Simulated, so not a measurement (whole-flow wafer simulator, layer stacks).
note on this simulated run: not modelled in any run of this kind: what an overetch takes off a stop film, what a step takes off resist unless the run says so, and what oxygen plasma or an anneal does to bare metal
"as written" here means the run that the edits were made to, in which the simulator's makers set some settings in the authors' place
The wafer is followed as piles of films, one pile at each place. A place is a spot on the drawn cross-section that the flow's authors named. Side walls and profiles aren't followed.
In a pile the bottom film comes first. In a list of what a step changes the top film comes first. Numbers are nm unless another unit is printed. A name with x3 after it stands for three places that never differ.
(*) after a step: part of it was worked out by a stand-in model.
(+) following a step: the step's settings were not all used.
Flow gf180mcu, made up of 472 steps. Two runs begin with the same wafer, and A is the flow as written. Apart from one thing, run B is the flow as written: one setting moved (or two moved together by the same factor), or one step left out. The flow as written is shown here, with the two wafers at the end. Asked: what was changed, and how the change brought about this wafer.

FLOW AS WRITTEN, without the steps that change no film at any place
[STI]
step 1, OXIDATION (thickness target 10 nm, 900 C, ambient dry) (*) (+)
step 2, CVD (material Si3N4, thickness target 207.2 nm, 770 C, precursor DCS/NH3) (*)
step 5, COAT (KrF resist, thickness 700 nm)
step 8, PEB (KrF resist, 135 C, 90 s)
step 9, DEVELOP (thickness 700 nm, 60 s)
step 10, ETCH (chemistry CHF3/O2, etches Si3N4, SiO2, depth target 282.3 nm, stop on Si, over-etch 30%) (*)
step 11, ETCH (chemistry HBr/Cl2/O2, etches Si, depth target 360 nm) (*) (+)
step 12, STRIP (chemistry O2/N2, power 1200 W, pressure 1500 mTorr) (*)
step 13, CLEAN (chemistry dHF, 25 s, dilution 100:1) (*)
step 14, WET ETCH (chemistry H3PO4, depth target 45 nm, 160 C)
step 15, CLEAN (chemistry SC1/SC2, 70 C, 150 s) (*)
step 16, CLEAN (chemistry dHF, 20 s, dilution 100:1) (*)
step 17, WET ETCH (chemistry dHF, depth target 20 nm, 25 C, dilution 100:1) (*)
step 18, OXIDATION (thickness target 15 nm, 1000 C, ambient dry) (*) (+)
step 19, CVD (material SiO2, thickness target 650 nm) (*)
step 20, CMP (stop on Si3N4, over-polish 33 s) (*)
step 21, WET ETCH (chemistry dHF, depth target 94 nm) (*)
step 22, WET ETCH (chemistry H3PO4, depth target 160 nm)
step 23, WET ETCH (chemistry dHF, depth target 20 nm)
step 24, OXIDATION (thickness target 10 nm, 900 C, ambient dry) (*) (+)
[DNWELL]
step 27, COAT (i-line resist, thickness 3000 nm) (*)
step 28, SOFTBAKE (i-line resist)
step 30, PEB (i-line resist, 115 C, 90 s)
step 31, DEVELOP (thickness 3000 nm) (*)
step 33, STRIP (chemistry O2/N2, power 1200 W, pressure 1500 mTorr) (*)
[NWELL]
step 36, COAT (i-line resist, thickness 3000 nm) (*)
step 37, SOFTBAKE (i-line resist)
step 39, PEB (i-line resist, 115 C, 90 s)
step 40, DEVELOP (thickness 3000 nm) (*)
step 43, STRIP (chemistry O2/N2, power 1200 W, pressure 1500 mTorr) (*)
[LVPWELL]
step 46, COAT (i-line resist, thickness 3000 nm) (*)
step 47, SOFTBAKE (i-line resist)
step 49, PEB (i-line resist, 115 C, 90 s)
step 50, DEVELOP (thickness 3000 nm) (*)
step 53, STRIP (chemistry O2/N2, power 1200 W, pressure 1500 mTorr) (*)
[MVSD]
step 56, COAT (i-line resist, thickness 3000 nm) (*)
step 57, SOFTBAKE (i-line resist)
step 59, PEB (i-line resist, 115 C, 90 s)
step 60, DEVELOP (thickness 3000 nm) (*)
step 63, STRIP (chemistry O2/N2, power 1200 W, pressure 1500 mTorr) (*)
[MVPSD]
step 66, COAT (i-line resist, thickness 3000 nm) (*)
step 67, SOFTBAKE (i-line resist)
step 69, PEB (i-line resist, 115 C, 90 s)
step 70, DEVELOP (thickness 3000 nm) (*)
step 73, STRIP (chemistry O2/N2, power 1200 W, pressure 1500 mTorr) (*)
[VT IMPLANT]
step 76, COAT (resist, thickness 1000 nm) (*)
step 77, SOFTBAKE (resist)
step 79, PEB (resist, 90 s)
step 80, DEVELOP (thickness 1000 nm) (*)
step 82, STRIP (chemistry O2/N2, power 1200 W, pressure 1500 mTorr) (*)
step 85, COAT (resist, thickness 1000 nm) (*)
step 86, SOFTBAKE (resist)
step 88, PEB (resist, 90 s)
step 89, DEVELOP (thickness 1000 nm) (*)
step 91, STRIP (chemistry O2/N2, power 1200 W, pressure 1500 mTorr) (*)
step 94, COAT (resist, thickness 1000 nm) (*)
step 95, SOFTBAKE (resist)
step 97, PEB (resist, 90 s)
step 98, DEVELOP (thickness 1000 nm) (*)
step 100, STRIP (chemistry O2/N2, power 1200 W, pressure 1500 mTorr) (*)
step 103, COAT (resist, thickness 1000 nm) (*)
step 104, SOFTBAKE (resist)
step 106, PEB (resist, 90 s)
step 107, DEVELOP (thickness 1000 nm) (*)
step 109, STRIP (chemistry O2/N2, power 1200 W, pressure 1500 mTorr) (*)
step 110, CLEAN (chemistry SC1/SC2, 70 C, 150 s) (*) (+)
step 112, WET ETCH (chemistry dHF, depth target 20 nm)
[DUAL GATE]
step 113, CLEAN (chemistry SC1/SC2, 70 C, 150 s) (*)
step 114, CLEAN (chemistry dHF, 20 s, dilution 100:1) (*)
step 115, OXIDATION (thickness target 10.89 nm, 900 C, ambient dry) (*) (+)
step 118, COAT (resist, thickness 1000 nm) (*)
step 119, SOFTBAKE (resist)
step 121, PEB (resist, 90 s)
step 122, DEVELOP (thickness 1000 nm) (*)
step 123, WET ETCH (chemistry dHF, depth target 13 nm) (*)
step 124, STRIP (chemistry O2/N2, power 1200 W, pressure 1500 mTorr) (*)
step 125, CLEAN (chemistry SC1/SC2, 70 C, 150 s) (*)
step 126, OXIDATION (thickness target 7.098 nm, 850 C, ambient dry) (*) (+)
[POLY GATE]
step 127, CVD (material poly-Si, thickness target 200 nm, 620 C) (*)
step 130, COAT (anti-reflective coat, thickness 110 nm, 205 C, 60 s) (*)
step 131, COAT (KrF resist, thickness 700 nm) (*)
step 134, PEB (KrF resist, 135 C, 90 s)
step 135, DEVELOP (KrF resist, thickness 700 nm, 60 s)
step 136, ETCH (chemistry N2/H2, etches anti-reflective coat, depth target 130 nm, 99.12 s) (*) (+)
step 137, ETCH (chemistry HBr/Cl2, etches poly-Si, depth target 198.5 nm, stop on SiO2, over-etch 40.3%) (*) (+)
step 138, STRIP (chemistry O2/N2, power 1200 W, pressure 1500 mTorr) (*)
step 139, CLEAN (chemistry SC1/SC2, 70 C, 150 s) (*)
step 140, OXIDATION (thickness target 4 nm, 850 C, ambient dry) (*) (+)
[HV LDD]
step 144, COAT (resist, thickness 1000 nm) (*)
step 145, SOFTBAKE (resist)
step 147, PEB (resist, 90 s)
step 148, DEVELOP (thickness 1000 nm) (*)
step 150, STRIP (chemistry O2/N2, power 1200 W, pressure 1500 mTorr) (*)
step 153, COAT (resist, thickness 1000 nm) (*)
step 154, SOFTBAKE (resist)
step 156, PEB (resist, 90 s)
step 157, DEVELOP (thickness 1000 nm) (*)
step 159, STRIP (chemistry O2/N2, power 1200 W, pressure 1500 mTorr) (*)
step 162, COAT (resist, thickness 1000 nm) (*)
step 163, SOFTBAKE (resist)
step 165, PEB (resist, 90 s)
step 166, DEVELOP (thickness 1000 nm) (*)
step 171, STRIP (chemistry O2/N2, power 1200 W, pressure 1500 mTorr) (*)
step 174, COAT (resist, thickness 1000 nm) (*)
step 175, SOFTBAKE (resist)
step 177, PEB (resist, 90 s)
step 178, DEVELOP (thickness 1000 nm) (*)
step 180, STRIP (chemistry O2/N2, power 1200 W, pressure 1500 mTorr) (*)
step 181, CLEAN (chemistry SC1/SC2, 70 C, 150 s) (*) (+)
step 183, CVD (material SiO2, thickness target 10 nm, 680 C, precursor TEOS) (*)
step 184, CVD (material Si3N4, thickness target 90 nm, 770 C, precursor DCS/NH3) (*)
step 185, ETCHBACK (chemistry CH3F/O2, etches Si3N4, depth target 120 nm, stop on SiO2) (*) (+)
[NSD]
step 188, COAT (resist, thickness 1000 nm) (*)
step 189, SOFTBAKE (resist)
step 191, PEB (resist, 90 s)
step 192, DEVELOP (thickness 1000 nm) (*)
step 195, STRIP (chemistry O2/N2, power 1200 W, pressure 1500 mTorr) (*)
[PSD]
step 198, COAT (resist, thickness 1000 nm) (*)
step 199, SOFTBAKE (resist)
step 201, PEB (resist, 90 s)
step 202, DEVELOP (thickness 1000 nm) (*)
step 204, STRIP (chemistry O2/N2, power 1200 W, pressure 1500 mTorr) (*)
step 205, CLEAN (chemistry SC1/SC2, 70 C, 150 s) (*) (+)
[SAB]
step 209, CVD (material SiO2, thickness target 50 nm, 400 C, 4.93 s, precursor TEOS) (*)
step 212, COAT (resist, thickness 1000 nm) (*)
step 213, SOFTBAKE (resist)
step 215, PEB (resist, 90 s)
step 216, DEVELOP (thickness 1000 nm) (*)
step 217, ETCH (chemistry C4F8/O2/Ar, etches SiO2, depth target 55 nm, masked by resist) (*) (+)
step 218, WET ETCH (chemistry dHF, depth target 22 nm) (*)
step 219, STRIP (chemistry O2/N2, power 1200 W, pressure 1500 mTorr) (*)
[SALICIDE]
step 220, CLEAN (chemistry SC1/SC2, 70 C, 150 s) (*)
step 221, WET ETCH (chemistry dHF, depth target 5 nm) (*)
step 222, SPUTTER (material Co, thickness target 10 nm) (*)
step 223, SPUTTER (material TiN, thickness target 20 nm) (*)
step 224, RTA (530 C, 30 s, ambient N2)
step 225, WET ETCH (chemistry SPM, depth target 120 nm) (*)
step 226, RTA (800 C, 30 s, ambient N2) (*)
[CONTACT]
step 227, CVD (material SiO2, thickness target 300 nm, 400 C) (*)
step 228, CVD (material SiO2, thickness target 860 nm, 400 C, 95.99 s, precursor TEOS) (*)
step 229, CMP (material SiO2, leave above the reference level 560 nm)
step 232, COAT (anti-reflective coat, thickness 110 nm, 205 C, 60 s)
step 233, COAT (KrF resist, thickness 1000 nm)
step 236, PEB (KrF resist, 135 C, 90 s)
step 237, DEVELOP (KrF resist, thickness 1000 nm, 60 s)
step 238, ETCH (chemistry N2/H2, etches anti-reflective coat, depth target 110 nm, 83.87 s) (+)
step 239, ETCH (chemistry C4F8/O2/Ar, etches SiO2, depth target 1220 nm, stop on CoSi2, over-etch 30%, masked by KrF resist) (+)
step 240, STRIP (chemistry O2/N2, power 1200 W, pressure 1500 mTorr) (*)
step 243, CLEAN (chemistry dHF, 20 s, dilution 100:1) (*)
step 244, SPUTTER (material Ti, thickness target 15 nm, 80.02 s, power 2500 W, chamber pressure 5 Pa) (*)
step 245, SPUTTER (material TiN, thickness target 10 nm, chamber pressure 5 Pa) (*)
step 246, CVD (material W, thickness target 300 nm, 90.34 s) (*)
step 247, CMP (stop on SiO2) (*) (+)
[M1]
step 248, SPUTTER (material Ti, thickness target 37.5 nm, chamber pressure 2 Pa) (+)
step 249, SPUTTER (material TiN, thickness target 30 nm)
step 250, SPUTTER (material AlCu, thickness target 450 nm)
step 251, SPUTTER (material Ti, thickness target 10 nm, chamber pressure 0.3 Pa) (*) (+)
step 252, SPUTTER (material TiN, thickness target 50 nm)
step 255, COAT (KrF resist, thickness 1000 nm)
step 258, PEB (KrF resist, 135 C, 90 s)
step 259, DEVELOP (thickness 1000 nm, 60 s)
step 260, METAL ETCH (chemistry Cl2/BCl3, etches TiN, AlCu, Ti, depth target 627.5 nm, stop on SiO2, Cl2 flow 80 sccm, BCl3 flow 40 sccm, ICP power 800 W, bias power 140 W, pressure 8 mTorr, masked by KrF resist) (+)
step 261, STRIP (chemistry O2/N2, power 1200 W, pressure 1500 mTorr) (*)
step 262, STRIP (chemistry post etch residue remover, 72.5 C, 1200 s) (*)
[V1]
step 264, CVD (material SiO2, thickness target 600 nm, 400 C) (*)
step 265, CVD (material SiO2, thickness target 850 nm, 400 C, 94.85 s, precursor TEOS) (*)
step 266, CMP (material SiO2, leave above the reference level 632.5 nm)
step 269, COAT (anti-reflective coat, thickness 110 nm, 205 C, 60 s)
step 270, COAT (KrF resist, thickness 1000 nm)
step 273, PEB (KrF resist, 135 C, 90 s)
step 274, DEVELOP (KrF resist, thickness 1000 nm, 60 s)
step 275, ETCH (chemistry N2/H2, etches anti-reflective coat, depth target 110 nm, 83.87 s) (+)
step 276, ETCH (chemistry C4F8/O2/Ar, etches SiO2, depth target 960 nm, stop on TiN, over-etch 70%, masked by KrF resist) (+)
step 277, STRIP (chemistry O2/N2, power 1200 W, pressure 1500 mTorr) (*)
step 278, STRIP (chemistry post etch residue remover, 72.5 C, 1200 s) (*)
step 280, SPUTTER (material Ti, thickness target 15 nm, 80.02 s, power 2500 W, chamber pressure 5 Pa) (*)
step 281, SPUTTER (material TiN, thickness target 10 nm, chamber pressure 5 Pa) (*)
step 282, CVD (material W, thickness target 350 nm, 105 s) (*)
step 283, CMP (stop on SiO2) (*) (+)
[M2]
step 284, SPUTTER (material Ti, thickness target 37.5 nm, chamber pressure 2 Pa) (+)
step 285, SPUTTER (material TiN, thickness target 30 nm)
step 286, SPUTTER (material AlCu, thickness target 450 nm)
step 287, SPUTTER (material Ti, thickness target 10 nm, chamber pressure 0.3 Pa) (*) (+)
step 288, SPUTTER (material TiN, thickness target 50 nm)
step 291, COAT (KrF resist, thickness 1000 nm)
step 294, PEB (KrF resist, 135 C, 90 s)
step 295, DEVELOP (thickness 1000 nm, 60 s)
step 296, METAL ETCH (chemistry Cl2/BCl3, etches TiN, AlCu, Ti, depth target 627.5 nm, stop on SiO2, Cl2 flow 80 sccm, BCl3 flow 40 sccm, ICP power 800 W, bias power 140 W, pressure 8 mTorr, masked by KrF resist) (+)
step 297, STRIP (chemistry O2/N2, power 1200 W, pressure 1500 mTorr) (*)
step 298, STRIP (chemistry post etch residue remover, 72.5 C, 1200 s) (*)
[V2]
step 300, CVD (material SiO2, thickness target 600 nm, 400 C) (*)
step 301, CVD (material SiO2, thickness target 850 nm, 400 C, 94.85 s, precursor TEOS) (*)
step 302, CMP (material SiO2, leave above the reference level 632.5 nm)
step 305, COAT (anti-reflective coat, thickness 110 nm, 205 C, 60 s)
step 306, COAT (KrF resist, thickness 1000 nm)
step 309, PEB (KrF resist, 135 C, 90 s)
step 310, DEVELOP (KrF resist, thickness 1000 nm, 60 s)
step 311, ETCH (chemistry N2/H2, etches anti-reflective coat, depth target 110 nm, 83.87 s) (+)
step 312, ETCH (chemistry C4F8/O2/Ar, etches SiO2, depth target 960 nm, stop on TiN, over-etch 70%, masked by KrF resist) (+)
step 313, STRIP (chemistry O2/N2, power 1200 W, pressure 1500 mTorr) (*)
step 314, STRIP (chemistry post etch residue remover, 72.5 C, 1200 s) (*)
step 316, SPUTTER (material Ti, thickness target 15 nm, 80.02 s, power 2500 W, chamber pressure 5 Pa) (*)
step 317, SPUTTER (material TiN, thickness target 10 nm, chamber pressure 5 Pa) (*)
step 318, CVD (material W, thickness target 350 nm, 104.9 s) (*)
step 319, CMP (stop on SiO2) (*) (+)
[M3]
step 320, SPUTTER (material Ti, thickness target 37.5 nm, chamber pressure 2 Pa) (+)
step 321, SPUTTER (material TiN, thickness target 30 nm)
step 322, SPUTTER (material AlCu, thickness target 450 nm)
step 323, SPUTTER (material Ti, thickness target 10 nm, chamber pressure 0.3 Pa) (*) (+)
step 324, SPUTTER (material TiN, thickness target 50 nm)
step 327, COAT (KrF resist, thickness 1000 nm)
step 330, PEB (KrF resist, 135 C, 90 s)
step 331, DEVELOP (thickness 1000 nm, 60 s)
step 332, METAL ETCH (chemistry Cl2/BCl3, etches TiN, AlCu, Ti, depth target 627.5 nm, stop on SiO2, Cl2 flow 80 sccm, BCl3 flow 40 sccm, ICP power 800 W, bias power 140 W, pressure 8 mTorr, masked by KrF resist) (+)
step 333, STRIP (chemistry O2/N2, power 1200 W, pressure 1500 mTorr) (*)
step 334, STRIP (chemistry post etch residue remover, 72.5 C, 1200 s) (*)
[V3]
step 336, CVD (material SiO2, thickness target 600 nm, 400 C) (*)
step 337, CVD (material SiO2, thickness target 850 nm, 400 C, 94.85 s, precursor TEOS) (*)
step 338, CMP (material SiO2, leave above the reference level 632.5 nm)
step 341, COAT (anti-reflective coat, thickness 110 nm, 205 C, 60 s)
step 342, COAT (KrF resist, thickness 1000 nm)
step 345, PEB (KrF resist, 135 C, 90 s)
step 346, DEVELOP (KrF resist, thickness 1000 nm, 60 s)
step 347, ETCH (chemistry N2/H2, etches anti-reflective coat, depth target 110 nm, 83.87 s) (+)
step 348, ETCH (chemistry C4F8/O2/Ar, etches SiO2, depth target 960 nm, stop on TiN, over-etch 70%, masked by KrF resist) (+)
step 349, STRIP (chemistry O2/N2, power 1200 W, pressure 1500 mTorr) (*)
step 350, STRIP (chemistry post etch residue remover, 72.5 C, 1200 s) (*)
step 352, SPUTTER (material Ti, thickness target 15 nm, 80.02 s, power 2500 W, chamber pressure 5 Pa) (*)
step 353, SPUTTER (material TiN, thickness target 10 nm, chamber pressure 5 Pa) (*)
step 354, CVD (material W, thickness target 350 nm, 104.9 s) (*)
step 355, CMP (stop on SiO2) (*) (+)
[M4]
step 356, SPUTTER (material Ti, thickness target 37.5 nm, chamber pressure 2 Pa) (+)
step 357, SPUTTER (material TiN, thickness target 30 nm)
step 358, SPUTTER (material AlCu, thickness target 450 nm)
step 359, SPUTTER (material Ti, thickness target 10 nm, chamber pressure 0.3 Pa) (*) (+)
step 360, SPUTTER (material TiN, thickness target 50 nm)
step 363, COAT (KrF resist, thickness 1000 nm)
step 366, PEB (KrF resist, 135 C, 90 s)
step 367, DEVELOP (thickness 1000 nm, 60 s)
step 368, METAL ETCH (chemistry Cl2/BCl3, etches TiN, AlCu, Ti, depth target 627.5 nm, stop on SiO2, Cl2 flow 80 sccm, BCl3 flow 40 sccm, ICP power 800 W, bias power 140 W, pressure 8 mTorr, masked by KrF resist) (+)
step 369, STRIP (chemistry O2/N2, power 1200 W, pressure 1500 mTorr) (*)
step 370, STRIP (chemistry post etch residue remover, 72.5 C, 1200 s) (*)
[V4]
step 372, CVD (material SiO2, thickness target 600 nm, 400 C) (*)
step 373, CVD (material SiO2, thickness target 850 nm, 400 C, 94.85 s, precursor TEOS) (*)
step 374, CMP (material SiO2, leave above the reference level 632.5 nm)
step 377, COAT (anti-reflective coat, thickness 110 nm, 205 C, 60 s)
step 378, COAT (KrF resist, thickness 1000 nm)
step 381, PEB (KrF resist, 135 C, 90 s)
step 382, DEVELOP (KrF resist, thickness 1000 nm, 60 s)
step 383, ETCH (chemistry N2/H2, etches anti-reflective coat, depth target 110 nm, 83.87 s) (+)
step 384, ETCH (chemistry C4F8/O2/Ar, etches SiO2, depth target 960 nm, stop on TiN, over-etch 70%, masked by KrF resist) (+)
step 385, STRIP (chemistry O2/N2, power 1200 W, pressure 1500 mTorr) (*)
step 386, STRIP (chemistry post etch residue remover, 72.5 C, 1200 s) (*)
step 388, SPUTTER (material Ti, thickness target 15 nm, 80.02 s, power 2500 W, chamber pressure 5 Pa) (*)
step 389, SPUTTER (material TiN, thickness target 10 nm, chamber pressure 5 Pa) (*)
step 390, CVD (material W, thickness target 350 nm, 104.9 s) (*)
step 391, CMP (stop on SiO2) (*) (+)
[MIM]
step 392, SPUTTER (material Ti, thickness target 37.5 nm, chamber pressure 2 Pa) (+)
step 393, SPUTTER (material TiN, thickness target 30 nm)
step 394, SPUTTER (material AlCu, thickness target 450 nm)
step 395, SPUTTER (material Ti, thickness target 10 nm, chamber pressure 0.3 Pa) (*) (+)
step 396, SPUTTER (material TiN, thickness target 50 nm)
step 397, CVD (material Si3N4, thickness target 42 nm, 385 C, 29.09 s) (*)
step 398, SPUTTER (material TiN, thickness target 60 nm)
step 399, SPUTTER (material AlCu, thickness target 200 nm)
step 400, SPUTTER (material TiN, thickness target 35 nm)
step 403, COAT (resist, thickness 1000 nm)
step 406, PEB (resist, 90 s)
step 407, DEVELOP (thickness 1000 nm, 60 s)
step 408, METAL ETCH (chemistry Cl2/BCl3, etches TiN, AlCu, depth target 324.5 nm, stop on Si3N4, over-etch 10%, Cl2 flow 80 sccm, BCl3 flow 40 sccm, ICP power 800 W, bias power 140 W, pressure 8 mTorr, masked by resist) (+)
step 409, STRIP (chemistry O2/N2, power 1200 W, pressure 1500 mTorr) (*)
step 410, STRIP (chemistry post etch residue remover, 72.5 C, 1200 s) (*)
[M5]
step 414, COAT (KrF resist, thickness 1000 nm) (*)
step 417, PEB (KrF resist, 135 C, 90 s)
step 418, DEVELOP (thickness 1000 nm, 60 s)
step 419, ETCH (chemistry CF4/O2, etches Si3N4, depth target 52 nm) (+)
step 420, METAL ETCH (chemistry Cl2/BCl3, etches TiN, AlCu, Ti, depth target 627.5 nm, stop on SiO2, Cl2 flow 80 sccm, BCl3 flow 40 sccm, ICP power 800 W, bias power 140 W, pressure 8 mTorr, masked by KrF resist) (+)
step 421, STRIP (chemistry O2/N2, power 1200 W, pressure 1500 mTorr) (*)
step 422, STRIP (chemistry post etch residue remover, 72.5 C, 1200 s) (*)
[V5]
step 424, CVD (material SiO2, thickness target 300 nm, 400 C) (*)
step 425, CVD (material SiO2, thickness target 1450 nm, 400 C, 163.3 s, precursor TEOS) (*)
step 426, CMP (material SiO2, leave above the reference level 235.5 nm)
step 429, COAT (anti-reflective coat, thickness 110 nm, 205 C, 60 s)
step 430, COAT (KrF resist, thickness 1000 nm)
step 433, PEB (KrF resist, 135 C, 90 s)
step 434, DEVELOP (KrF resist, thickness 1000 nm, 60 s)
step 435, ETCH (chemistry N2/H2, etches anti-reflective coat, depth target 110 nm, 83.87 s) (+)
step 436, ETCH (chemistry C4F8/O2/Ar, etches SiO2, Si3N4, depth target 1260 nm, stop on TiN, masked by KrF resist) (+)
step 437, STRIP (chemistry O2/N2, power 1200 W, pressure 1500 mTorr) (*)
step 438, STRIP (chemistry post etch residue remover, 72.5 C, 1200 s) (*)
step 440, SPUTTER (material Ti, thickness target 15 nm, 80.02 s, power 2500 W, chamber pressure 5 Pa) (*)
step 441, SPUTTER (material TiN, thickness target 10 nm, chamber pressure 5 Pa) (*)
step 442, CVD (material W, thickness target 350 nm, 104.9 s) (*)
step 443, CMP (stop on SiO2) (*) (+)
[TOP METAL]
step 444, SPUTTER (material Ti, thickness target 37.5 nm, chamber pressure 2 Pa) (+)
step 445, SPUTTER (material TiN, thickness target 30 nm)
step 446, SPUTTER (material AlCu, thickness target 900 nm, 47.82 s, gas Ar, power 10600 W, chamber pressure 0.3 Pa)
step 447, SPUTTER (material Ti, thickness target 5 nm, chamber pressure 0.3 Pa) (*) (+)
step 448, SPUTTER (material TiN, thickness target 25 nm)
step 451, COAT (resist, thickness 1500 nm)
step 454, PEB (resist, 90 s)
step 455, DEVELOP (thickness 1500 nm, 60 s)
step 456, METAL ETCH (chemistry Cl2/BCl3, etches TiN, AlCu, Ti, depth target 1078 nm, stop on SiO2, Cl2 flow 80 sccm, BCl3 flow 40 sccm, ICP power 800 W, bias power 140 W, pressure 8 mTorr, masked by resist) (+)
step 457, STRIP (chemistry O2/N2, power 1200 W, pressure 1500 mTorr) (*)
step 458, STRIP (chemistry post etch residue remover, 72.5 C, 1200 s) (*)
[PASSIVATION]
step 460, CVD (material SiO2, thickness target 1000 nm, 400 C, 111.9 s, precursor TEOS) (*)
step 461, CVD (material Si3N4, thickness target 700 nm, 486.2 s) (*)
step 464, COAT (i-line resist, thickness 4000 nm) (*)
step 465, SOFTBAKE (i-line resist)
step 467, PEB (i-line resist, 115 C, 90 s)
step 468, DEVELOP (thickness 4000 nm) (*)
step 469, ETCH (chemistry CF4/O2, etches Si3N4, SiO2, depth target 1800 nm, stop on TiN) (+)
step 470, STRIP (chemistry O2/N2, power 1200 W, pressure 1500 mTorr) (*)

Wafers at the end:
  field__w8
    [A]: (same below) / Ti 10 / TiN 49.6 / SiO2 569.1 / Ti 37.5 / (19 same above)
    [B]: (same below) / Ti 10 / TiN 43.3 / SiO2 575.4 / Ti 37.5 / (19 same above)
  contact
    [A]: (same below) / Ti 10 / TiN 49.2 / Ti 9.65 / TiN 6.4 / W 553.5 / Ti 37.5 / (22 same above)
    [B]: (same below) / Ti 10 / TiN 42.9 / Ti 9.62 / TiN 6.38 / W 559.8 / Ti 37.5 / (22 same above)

The reason: step 324, SPUTTER: thickness target 43.75 nm was run, though the flow has thickness target 50 nm.

The path from the change to this, step by step:
  step 324, SPUTTER (material TiN, thickness target 50 nm)
      field, field__w1, field__w2 and 108 more: A TiN gains 50 (new film) | B TiN gains 43.8 (new film)
  step 332, METAL ETCH (chemistry Cl2/BCl3, etches TiN, AlCu, Ti, depth target 627.5 nm, stop on SiO2, Cl2 flow 80 sccm, BCl3 flow 40 sccm, ICP power 800 W, bias power 140 W, pressure 8 mTorr, masked by KrF resist) (+)
      field, field__w1, field__w2 and 103 more: A TiN loses 50 (all of it), Ti loses 10 (all of it), AlCu loses 450 (all of it), TiN loses 30 (all of it), Ti loses 37.5 (all of it) | B TiN loses 43.8 (all of it), Ti loses 10 (all of it), AlCu loses 450 (all of it), TiN loses 30 (all of it), Ti loses 37.5 (all of it)
